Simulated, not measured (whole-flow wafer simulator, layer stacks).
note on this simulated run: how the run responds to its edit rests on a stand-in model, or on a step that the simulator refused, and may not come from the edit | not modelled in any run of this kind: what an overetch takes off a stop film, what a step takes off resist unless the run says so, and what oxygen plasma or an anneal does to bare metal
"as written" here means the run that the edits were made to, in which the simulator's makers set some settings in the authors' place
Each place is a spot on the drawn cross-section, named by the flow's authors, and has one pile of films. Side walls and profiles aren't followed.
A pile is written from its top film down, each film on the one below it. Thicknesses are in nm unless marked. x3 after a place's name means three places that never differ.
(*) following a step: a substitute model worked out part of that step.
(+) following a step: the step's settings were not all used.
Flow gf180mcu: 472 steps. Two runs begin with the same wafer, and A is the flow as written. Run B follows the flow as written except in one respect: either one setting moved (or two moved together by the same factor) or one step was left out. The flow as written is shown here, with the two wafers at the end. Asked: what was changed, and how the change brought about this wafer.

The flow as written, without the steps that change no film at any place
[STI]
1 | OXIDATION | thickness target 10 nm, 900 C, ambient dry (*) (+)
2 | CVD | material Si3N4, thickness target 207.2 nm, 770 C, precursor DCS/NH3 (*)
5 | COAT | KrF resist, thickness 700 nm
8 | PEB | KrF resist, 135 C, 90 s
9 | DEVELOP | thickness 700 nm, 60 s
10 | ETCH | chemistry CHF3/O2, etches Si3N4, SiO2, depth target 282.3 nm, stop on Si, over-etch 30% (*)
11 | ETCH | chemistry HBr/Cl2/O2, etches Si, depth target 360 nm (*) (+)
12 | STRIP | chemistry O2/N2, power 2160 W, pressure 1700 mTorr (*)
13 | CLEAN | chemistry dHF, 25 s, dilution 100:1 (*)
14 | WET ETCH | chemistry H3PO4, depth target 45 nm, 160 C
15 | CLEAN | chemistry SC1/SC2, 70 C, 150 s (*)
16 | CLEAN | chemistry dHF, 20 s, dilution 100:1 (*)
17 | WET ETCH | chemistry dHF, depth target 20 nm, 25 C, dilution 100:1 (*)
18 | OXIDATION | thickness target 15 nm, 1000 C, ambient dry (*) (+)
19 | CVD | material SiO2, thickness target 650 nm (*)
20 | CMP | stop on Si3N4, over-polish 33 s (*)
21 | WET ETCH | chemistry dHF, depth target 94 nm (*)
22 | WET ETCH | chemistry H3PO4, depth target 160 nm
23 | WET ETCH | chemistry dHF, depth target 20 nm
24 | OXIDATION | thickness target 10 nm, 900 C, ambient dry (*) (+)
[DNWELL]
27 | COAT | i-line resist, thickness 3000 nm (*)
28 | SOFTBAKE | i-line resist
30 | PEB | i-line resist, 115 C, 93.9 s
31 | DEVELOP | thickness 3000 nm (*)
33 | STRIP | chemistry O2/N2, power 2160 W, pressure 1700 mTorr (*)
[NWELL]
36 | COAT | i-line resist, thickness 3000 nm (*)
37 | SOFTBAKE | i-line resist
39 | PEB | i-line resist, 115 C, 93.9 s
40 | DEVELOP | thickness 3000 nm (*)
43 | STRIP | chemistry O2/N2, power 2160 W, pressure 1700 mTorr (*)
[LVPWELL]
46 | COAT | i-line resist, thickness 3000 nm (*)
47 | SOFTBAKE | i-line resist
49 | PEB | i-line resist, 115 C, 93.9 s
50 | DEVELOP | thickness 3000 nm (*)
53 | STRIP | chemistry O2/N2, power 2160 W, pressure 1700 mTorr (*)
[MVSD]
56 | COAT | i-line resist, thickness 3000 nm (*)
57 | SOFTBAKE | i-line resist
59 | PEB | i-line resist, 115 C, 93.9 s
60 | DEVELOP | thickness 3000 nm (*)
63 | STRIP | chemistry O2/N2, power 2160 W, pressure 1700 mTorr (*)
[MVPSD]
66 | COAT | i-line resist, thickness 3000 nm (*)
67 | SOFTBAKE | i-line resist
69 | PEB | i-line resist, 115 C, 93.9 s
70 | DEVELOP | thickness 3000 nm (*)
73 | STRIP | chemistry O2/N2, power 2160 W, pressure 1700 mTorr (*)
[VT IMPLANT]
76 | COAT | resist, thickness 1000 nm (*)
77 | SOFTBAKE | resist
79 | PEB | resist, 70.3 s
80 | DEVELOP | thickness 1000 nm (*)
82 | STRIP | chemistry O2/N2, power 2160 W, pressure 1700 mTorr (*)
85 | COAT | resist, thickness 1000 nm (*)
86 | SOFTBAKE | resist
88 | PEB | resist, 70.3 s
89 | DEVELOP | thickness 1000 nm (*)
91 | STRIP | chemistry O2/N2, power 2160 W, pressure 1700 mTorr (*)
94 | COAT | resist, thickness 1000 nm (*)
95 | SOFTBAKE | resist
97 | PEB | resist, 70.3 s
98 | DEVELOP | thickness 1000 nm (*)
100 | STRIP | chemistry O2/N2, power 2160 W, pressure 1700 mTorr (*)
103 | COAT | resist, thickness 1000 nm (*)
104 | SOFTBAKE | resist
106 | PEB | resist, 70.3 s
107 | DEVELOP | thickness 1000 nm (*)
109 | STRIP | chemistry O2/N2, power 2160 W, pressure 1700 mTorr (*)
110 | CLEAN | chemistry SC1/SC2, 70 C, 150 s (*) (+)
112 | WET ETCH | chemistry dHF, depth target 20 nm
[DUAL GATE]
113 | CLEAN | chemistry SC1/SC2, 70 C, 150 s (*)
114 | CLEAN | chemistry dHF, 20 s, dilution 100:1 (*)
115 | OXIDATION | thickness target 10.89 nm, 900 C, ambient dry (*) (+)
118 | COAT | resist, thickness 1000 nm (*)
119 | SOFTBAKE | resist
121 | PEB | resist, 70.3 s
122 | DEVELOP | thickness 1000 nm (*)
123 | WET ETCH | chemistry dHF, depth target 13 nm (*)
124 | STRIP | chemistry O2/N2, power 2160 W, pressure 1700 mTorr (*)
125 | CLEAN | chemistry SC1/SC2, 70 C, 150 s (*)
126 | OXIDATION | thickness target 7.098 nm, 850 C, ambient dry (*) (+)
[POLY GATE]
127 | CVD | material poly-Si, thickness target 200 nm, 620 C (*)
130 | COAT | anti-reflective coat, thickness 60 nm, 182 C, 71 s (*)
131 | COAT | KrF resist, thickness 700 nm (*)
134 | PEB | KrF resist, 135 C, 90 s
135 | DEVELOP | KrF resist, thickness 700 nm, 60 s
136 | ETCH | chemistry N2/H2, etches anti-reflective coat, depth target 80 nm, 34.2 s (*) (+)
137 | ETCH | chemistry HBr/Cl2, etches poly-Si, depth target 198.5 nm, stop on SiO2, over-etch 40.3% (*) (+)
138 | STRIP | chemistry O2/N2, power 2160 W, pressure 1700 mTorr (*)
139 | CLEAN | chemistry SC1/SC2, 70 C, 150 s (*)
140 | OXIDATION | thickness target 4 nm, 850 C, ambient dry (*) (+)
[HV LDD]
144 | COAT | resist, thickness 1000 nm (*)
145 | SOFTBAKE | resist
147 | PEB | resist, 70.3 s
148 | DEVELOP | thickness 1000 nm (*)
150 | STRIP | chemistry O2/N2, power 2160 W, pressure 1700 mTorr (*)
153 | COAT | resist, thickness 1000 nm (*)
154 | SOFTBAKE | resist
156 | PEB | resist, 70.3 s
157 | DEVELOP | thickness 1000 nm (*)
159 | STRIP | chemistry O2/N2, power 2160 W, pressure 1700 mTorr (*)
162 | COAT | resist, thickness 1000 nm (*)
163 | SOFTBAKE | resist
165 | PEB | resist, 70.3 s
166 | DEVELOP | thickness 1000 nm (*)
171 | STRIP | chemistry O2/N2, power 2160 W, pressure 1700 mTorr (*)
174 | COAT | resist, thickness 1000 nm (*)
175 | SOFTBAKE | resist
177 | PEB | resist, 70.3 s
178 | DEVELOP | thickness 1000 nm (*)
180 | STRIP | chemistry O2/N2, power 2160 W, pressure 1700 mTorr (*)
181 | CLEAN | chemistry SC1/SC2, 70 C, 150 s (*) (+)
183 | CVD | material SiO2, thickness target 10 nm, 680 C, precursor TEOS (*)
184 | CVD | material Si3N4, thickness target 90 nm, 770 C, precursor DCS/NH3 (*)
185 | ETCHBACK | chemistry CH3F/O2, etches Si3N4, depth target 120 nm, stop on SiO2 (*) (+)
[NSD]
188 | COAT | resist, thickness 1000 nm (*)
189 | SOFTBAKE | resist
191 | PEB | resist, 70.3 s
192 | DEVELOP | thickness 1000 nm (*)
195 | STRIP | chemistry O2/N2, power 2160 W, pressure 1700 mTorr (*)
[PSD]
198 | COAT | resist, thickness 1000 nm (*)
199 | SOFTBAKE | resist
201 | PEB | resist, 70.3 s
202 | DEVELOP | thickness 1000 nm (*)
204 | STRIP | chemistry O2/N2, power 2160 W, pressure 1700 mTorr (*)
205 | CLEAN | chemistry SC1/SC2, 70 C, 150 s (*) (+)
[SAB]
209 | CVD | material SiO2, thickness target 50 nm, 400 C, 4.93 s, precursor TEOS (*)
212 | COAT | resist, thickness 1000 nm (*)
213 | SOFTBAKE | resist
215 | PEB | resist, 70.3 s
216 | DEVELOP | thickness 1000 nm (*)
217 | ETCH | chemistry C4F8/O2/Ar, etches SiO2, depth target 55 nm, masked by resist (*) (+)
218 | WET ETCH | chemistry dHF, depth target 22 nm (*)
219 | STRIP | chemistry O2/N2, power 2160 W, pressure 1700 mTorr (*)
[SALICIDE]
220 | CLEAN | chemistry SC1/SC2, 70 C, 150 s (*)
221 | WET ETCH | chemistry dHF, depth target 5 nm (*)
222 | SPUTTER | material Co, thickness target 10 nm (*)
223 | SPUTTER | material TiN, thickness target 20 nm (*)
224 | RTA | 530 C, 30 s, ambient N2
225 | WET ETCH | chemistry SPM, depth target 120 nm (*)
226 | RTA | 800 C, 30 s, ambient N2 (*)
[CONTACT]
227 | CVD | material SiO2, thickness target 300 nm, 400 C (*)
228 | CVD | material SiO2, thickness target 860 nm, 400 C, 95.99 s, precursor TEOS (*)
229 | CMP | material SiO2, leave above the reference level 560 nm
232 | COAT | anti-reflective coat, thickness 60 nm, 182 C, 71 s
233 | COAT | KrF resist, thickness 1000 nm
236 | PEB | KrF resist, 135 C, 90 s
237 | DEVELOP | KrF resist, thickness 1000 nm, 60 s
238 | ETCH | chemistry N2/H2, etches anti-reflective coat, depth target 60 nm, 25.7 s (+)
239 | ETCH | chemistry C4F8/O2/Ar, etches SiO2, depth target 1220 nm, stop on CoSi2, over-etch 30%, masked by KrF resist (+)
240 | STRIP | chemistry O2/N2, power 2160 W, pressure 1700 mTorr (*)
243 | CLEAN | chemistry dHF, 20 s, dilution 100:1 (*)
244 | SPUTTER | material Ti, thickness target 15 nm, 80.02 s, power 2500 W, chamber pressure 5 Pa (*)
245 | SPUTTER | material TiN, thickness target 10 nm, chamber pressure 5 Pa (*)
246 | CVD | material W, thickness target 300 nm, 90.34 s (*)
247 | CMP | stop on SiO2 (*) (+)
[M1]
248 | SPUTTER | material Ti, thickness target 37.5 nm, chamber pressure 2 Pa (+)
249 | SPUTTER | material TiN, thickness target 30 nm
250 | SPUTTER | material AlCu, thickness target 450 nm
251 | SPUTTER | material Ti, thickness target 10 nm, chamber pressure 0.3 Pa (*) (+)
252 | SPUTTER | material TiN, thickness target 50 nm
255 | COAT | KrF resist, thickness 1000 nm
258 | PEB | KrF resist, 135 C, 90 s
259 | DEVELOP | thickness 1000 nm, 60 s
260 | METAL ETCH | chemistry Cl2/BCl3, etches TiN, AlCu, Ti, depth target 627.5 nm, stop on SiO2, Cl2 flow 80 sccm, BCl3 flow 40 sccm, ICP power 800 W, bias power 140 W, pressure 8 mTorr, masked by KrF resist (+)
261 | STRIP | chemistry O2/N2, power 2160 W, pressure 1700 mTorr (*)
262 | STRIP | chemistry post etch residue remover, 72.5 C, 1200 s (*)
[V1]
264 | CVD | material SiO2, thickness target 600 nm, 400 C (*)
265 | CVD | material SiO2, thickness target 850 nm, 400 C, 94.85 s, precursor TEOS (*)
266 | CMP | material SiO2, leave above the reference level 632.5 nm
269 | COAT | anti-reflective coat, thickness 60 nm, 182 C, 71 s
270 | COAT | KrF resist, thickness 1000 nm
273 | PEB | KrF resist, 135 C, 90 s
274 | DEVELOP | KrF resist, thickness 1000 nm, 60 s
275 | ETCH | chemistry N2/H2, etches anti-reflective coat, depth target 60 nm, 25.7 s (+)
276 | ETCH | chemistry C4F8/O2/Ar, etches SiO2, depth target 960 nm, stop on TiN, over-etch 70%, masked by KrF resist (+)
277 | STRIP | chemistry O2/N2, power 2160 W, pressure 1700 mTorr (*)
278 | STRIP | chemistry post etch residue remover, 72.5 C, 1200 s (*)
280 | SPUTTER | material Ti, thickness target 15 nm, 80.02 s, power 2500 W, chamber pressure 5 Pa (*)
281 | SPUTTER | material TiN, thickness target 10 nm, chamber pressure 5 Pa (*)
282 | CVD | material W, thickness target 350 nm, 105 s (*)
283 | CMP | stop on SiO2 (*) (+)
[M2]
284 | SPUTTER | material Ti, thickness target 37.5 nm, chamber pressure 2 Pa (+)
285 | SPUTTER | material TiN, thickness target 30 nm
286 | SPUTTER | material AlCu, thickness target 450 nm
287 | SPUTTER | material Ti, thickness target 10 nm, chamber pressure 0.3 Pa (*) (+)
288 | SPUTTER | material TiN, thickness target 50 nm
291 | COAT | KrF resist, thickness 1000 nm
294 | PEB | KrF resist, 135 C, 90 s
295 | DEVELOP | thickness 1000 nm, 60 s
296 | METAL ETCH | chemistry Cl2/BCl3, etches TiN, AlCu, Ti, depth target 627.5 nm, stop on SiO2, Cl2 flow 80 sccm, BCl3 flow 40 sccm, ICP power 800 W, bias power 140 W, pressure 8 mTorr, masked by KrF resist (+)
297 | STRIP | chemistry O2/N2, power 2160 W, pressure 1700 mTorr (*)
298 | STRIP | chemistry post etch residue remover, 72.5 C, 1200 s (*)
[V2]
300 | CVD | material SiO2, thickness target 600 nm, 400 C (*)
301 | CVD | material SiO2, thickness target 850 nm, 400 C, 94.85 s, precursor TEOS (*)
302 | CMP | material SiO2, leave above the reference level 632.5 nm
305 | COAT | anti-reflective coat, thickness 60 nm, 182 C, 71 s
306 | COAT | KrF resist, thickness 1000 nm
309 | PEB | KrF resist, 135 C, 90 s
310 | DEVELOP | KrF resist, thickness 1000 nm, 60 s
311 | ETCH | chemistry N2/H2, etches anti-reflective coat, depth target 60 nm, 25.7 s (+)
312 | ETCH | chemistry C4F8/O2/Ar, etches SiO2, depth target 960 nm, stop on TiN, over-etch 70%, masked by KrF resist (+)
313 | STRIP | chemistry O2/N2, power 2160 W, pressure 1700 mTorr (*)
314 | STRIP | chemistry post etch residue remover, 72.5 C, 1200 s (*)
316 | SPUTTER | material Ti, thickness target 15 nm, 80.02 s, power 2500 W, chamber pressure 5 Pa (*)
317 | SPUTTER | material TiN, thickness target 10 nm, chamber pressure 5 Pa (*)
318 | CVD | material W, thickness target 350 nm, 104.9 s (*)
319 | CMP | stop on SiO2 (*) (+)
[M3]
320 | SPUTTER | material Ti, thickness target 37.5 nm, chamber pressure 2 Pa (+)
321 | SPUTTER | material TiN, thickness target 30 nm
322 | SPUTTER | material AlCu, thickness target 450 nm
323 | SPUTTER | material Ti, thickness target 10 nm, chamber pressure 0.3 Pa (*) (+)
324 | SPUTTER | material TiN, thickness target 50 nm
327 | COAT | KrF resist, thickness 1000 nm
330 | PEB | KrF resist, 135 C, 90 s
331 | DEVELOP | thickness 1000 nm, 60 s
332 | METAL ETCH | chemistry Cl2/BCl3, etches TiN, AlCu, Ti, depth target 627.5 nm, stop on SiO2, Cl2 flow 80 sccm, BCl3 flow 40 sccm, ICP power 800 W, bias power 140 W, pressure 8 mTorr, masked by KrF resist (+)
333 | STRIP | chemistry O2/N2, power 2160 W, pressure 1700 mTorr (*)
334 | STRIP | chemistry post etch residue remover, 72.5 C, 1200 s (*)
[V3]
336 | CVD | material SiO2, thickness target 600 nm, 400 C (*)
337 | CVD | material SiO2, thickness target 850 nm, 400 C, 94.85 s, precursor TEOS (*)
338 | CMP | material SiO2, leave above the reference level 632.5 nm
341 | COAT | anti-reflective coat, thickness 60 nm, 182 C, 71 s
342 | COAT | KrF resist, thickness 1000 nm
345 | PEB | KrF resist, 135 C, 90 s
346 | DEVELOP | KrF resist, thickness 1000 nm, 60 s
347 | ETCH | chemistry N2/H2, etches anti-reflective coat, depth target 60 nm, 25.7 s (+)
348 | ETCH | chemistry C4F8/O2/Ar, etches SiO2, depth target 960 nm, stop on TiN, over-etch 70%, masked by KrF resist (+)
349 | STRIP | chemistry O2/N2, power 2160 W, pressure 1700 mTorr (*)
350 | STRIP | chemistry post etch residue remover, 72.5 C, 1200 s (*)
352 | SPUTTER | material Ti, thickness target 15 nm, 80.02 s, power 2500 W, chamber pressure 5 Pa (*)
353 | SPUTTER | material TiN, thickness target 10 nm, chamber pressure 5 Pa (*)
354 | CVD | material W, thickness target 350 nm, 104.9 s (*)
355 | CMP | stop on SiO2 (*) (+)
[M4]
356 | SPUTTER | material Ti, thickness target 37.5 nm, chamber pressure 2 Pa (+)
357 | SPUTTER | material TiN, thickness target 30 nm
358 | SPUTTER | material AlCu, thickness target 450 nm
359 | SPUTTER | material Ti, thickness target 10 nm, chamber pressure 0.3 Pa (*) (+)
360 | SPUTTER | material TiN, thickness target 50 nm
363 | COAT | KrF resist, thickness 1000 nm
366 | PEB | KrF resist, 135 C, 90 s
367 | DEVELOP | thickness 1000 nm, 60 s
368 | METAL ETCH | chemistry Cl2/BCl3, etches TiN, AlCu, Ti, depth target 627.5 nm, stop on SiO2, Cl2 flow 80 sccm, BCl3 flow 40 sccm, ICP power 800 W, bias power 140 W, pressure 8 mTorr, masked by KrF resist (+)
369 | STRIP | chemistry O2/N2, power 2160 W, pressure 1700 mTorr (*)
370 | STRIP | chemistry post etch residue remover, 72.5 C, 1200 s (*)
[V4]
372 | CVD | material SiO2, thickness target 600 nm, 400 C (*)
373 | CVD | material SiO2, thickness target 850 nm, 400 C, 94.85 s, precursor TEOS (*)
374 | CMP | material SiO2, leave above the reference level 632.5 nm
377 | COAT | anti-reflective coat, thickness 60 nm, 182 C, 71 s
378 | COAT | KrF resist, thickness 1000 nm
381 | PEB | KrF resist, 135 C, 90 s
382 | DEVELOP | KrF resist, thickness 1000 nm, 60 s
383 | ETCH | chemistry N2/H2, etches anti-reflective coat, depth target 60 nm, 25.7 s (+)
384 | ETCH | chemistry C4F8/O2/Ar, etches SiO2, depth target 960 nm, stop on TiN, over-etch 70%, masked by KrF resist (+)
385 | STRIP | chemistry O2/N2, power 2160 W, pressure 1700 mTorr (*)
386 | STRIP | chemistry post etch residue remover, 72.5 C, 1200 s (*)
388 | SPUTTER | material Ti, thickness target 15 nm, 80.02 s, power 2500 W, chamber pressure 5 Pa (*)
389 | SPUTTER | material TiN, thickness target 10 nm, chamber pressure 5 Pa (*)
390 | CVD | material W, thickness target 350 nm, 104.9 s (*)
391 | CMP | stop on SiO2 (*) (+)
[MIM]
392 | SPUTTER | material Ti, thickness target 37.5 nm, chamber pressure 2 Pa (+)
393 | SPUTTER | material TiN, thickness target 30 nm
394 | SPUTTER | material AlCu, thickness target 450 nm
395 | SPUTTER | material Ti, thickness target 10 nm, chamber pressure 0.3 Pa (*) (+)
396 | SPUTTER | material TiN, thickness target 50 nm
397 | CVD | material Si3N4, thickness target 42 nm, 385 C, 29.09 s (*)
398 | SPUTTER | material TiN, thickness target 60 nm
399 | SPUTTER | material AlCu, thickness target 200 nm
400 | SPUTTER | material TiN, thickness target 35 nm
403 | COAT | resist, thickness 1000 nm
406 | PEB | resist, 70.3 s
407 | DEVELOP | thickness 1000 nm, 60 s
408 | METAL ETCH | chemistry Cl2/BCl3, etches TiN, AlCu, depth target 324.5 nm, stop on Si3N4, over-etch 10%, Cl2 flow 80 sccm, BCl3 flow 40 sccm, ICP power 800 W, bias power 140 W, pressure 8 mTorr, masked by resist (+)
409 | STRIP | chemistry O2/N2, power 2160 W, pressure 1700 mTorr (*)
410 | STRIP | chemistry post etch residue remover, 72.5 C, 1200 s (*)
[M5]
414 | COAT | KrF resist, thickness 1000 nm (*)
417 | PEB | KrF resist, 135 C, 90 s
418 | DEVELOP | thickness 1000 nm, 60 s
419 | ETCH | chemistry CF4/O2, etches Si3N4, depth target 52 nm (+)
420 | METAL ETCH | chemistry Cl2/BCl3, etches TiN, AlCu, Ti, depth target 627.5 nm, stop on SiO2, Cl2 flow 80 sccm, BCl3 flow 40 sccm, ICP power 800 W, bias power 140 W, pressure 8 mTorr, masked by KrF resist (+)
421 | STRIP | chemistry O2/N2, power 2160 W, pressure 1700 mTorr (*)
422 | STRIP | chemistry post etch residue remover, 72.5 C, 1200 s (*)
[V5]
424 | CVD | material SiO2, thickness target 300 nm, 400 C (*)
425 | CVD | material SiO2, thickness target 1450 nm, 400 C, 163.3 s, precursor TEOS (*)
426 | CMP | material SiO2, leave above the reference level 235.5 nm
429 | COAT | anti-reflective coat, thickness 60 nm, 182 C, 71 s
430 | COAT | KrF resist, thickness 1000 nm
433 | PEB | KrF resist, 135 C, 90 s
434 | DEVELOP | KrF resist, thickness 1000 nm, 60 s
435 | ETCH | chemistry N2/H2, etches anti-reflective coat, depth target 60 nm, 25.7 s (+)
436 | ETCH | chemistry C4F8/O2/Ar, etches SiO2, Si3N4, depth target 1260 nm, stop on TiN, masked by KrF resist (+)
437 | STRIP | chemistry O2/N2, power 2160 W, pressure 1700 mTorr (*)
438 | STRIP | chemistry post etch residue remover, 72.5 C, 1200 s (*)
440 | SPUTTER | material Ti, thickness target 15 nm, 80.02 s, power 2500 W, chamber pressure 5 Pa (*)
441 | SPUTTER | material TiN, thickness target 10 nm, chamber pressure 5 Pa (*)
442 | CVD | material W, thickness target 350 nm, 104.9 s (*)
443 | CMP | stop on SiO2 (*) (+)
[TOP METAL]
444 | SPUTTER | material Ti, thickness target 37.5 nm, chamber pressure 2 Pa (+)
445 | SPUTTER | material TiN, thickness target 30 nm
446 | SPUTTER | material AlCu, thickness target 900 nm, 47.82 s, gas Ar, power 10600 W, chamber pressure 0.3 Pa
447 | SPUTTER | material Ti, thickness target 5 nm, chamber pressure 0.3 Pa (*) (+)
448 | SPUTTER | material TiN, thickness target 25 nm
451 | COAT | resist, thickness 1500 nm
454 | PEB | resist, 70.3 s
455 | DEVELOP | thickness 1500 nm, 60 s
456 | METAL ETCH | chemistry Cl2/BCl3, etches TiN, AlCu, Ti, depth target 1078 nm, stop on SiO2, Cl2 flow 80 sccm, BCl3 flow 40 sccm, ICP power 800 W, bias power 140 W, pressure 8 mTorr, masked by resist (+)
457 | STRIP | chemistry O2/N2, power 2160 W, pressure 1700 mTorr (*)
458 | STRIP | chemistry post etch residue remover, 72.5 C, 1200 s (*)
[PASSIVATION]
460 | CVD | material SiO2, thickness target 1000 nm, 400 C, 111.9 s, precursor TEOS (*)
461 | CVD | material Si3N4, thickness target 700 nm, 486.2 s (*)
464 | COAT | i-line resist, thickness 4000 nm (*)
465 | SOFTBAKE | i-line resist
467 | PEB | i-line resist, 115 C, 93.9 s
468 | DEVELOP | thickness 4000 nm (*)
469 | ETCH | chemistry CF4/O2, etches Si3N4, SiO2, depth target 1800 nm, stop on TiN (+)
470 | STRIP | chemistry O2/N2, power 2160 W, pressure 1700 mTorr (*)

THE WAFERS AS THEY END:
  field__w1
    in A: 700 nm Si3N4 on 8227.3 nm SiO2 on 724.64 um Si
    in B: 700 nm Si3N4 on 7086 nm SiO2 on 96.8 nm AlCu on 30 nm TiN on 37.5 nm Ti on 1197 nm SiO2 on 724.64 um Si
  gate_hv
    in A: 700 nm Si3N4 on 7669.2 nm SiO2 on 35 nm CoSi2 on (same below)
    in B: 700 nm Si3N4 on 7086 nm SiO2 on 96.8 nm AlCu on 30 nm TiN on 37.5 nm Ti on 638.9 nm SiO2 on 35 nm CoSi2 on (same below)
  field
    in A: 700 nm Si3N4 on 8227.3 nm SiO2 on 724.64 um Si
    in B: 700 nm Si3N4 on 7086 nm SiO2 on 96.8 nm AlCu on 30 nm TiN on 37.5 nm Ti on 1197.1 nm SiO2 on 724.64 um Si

The reason: step 250, SPUTTER: thickness target 670 nm was run, while the flow as written has thickness target 450 nm.

Step by step, how the change led to this:
  250 | SPUTTER | material AlCu, thickness target 450 nm
      field, field__w1, field__w2 and 108 more: A AlCu gains 450 (new film) | B AlCu gains 670 (new film)
  260 | METAL ETCH | chemistry Cl2/BCl3, etches TiN, AlCu, Ti, depth target 627.5 nm, stop on SiO2, Cl2 flow 80 sccm, BCl3 flow 40 sccm, ICP power 800 W, bias power 140 W, pressure 8 mTorr, masked by KrF resist (+)
      field, field__w1, field__w2 and 99 more: A TiN loses 50 (all of it), Ti loses 10 (all of it), AlCu loses 450 (all of it), TiN loses 30 (all of it), Ti loses 37.5 (all of it) | B TiN loses 50 (all of it), Ti loses 10 (all of it), AlCu loses 567.5
  262 | STRIP | chemistry post etch residue remover, 72.5 C, 1200 s (*)
      field, field__w1, field__w2 and 99 more: A nothing | B AlCu loses 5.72
  264 | CVD | material SiO2, thickness target 600 nm, 400 C (*)
      field, field__w1, field__w2 and 99 more: A SiO2 gains 600 | B SiO2 gains 600 (new film)
  266 | CMP | material SiO2, leave above the reference level 632.5 nm
      field, field__w1, field__w2 and 99 more: A SiO2 loses 300 | B SiO2 loses 244.3
With metal films that touch counted as one body, field__w1 has 1 body; the flow as written gives 0 bodies.
With metal films that touch counted as one body, gate_hv has 2 bodies (between them, from the top down: SiO2 638.9); the flow as written gives 1 body.
With metal films that touch counted as one body, field has 1 body; the flow as written gives 0 bodies.
